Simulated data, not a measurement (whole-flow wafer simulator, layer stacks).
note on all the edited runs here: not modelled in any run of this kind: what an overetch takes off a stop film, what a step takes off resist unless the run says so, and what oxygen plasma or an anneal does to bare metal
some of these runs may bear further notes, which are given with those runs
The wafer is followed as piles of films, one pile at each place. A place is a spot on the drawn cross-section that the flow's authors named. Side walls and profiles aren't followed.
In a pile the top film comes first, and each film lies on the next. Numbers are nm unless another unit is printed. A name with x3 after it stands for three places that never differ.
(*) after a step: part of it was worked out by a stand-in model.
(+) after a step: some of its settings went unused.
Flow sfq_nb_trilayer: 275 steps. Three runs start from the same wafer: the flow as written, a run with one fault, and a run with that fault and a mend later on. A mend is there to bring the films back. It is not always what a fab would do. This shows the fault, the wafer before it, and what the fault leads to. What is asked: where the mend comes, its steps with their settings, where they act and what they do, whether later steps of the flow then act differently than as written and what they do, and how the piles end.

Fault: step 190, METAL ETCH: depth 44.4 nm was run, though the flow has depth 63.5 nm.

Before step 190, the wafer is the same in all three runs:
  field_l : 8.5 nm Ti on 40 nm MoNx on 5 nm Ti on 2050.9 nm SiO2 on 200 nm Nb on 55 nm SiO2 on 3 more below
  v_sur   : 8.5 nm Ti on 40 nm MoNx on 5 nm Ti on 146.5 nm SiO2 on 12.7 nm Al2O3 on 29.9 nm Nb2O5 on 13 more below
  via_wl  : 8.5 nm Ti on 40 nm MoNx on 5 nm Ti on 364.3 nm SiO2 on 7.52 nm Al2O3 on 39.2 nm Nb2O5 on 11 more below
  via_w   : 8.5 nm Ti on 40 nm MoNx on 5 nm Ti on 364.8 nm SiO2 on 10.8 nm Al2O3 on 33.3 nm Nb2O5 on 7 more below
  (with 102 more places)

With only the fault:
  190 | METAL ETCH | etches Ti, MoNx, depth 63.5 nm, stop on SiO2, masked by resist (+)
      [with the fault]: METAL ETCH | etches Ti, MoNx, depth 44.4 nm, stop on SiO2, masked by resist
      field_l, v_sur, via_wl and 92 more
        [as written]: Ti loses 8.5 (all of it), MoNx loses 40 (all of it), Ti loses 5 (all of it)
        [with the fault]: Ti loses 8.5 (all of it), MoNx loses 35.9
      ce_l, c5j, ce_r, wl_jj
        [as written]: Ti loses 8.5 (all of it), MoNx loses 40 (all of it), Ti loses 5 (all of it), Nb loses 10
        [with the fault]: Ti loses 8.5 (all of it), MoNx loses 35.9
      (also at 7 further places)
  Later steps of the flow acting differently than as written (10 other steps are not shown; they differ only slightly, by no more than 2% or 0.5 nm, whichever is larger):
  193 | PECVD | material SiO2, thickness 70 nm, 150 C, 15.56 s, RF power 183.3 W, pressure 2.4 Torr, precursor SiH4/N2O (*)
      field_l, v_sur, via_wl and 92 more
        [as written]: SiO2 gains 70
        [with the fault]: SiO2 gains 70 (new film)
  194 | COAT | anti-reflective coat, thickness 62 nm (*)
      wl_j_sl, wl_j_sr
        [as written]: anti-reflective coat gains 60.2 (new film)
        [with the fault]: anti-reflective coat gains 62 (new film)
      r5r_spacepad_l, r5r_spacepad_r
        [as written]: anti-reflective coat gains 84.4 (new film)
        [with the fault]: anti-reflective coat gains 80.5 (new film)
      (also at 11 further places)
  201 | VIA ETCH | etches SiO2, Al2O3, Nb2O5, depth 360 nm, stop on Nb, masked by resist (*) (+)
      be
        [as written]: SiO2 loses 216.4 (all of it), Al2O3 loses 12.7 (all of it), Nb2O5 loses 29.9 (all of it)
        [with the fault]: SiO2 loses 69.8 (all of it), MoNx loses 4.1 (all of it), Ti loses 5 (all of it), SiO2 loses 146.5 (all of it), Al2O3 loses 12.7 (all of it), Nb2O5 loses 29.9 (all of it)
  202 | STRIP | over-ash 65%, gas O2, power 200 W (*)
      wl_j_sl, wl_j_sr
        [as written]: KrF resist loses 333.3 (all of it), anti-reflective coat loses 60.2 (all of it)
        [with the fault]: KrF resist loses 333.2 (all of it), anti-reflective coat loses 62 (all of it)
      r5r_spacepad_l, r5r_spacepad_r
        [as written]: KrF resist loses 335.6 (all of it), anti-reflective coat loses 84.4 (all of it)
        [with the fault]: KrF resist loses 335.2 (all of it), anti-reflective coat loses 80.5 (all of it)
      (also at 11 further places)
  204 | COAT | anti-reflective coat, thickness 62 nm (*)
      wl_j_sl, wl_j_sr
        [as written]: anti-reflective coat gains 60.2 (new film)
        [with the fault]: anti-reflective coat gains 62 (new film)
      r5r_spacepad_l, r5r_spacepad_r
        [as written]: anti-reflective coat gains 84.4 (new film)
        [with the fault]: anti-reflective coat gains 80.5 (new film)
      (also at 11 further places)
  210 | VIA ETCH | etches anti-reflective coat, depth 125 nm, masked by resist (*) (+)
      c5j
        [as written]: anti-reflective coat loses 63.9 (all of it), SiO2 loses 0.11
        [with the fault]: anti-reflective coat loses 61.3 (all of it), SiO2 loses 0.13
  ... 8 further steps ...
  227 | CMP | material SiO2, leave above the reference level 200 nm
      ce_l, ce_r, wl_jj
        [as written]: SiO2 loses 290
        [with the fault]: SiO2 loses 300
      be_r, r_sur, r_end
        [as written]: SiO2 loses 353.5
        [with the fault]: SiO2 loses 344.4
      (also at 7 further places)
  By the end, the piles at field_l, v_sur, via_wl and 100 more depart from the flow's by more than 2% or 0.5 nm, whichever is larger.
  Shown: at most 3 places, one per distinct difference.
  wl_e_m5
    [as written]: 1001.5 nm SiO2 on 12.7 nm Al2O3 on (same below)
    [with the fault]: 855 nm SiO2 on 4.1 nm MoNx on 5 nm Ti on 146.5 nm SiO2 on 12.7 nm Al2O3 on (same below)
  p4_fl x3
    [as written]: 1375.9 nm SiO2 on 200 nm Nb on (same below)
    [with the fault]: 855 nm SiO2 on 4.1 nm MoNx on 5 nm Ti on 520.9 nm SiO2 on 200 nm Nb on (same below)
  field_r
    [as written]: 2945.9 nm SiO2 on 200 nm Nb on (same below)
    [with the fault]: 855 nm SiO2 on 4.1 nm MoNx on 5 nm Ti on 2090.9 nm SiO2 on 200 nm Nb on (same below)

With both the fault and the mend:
  After step 190 comes the mend.
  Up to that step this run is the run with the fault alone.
  190a | METAL ETCH | etches Ti, MoNx, depth 19.1 nm, stop on SiO2, masked by resist (+) (the flow's step 190 again, with other settings)
      field_l, v_sur, via_wl and 92 more
        MoNx loses 4.1 (all of it), Ti loses 5 (all of it)
      be_r, r_sur, res, r_end, r5r_line_l, r5r_line_c, r5r_line_r
        KrF resist loses 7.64
      ce_l, c5j, ce_r, wl_jj
        MoNx loses 4.1 (all of it), Ti loses 5 (all of it), Nb loses 10
  None of the later steps of the flow acts differently than as written at any place that is followed.
  By the end, the piles equal the flow's at every place that both follow.
